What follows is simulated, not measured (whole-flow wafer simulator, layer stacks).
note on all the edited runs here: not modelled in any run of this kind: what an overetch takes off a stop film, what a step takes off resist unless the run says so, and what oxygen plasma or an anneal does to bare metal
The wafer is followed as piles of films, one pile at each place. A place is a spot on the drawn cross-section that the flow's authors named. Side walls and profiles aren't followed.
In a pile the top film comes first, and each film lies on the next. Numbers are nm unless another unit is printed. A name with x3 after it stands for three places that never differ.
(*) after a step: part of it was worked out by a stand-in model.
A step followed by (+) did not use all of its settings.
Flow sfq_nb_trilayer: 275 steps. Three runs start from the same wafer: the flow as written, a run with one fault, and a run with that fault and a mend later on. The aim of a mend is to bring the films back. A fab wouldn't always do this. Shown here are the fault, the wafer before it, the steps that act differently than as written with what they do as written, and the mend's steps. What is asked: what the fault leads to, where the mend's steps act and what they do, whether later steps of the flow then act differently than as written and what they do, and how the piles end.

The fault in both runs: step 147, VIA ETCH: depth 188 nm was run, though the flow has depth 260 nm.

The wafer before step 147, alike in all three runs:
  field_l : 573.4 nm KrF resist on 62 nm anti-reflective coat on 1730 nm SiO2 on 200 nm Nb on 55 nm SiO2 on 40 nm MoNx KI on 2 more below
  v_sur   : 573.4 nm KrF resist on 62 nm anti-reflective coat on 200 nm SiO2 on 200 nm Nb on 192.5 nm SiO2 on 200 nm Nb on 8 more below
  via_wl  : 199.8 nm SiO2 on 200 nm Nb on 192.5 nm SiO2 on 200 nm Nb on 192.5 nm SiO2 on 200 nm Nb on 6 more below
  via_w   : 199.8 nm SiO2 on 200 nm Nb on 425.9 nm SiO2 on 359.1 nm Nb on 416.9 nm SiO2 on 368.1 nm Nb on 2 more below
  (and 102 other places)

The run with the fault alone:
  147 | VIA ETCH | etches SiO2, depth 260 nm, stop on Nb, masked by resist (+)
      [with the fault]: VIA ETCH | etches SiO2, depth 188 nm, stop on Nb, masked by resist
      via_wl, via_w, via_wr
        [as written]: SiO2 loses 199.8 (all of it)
        [with the fault]: SiO2 loses 188
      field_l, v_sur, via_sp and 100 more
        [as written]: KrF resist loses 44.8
        [with the fault]: KrF resist loses 32.4
  Steps later in the flow that act otherwise than as written (11 more steps, not shown, differ only slightly: by at most 2% or 0.5 nm, whichever is larger):
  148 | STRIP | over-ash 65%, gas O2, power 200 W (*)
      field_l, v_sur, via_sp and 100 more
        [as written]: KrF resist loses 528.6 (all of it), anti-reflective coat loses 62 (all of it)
        [with the fault]: KrF resist loses 541 (all of it), anti-reflective coat loses 62 (all of it)
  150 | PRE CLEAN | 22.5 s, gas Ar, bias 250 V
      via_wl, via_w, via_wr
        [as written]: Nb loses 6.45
        [with the fault]: SiO2 loses 7.5
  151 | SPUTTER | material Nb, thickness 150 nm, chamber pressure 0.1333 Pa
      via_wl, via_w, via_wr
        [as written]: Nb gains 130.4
        [with the fault]: Nb gains 131.6 (new film)
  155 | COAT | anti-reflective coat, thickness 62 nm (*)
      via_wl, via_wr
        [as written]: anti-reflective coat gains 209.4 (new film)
        [with the fault]: anti-reflective coat gains 198.8 (new film)
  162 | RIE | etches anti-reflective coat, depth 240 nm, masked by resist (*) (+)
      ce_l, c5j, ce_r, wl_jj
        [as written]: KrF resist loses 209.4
        [with the fault]: KrF resist loses 198.8
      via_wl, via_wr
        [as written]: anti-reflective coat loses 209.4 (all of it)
        [with the fault]: anti-reflective coat loses 198.8 (all of it)
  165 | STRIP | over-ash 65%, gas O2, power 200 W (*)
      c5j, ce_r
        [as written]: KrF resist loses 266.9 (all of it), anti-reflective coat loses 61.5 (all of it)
        [with the fault]: KrF resist loses 277.5 (all of it), anti-reflective coat loses 61.5 (all of it)
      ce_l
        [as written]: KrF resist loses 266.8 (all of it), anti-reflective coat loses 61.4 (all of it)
        [with the fault]: KrF resist loses 277.4 (all of it), anti-reflective coat loses 61.5 (all of it)
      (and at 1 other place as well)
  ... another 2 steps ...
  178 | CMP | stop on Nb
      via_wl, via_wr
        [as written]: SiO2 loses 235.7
        [with the fault]: SiO2 loses 247.7
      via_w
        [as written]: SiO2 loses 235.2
        [with the fault]: SiO2 loses 247.2
  By the end, the piles at via_wl, via_w, via_wr depart from the flow's by more than 2% or 0.5 nm, whichever is larger.
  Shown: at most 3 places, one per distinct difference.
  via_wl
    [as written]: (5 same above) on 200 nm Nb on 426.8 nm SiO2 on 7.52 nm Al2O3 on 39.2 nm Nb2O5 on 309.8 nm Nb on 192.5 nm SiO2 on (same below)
    [with the fault]: (5 same above) on 200 nm Nb on 414.8 nm SiO2 on 7.56 nm Al2O3 on 39.1 nm Nb2O5 on 117.6 nm Nb on 4.34 nm SiO2 on 200 nm Nb on 192.5 nm SiO2 on (same below)
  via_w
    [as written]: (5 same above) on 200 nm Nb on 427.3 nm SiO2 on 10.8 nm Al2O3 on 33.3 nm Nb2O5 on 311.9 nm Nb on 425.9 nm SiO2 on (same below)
    [with the fault]: (5 same above) on 200 nm Nb on 415.3 nm SiO2 on 10.9 nm Al2O3 on 33.1 nm Nb2O5 on 119.7 nm Nb on 4.34 nm SiO2 on 200 nm Nb on 425.9 nm SiO2 on (same below)

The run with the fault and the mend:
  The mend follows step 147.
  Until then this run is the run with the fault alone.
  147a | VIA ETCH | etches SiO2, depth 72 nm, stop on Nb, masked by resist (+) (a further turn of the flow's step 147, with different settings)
      field_l, v_sur, via_sp and 100 more
        KrF resist loses 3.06
      via_wl, via_w, via_wr
        SiO2 loses 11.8 (all of it)
  Every later step of the flow that is run acts as written, at every place that is followed, to within 2% or 0.5 nm, whichever is larger.
  The piles end the same as the flow's at every place that both follow.
